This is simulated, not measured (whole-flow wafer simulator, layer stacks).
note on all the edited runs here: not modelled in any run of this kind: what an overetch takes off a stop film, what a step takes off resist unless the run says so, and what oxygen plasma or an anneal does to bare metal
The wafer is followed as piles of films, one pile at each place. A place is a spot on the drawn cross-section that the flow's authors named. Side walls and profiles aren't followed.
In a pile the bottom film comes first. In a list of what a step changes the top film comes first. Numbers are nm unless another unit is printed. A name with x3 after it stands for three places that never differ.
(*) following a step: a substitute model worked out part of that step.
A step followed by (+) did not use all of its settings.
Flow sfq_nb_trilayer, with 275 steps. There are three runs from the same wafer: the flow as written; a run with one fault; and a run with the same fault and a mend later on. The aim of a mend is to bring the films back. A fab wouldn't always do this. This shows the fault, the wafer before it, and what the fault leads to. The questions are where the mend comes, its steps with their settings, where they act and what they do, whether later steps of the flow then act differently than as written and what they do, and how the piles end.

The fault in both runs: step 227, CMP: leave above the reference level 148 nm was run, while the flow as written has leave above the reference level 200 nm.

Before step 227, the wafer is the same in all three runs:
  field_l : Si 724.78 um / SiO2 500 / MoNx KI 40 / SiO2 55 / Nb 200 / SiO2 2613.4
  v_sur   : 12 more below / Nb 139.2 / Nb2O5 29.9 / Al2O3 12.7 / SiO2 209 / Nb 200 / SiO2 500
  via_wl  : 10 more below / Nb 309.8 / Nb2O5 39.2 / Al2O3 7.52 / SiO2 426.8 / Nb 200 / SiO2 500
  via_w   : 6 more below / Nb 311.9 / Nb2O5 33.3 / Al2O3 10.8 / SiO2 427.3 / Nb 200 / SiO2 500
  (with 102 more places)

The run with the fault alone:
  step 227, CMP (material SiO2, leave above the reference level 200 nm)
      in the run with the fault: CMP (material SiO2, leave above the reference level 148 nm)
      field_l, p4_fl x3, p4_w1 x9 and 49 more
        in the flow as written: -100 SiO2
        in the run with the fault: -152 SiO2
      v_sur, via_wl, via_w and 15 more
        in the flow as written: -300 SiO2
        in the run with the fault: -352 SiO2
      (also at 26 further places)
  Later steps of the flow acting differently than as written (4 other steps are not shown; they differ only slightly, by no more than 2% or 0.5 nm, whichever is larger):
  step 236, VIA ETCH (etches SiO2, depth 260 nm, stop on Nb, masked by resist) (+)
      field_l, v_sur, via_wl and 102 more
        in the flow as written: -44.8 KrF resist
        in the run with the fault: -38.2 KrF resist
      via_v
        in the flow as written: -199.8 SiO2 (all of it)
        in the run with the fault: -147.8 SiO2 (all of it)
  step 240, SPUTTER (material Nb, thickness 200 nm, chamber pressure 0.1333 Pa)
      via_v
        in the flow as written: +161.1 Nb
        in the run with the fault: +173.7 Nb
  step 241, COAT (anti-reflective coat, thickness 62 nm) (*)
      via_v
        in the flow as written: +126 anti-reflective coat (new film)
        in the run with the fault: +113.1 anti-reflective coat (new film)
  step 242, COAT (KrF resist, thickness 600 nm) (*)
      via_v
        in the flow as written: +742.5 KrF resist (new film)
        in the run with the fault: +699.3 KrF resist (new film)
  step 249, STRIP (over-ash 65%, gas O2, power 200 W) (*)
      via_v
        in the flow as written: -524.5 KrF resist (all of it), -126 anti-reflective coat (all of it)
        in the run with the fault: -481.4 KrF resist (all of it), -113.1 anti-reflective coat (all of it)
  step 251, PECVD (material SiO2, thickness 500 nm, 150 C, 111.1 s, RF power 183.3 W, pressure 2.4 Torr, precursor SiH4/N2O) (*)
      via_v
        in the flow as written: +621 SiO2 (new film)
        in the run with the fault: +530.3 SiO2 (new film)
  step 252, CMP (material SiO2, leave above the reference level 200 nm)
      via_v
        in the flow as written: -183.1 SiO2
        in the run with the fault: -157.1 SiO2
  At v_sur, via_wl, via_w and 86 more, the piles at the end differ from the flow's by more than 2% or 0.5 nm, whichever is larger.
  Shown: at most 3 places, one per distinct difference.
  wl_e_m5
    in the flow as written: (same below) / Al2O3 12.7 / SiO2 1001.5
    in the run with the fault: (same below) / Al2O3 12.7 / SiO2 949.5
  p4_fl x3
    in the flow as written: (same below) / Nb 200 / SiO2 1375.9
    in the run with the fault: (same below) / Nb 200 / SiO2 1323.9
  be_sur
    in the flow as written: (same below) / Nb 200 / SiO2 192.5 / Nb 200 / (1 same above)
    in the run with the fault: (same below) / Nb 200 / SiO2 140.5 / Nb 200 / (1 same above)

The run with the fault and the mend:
  The mend follows step 228.
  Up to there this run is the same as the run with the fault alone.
  step 228a, PECVD (material SiO2, thickness 52 nm, 150 C, 11.56 s, RF power 183.3 W, pressure 2.4 Torr, precursor SiH4/N2O) (a further turn of the flow's step 226, with different settings)
      field_l, v_sur, via_wl and 103 more
        +52 SiO2
  None of the later steps of the flow differs from how it acts as written, at any place that is followed, by more than 2% or 0.5 nm, whichever is larger.
  By the end, the piles equal the flow's at every place that both follow.
